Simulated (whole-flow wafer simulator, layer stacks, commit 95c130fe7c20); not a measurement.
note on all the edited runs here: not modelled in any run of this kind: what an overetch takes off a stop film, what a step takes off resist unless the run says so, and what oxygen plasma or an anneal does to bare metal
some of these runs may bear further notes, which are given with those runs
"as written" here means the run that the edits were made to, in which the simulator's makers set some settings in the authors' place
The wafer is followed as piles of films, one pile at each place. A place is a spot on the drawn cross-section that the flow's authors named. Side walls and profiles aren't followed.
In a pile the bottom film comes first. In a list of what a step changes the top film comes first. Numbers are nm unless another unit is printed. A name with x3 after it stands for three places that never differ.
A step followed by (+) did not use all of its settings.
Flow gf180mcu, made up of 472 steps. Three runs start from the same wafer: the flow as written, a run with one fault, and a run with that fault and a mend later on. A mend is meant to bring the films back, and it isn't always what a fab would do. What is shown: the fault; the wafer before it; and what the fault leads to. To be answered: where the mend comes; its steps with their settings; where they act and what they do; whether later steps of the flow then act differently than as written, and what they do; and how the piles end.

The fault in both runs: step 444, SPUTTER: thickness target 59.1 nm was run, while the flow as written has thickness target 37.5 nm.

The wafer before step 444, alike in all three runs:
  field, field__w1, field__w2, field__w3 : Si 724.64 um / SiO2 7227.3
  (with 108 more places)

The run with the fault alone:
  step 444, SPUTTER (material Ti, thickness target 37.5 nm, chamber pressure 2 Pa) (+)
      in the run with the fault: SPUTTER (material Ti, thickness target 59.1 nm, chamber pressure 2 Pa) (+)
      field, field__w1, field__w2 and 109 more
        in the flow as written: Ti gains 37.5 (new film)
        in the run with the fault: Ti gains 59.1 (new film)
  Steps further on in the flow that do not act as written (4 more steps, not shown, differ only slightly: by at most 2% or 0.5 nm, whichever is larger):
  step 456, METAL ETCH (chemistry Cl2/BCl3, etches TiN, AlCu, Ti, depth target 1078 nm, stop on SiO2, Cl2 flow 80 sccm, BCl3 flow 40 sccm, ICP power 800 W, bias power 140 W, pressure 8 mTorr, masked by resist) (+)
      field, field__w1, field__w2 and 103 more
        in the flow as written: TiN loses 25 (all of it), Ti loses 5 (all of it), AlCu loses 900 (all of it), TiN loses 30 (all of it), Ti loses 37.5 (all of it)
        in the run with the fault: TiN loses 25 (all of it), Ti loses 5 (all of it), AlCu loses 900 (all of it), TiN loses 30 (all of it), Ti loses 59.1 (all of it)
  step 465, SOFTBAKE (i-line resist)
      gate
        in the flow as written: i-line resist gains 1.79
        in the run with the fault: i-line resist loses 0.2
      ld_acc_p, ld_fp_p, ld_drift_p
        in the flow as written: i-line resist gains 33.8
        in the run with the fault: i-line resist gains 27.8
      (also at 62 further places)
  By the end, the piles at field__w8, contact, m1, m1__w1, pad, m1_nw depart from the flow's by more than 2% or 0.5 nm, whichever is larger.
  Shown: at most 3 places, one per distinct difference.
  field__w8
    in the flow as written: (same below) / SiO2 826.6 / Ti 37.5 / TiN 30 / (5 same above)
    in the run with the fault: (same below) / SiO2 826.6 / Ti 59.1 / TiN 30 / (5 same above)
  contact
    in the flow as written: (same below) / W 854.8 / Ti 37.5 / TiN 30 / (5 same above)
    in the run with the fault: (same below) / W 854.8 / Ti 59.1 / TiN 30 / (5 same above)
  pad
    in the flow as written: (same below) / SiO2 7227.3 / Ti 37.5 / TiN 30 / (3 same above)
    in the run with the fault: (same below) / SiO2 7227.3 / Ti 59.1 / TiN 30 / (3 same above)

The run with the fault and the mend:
  The mend stands after step 444.
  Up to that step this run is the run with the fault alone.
  step 444a, METAL ETCH (chemistry Cl2/BCl3, etches TiN, AlCu, Ti, depth target 21.6 nm, Cl2 flow 80 sccm, BCl3 flow 40 sccm, ICP power 800 W, bias power 140 W, pressure 8 mTorr) (the flow's step 260, run once more with other settings)
      field, field__w1, field__w2 and 109 more
        Ti loses 21.6
  Later steps of the flow that are run all act as written at every place that is followed.
  By the end, the piles equal the flow's at every place that both follow.
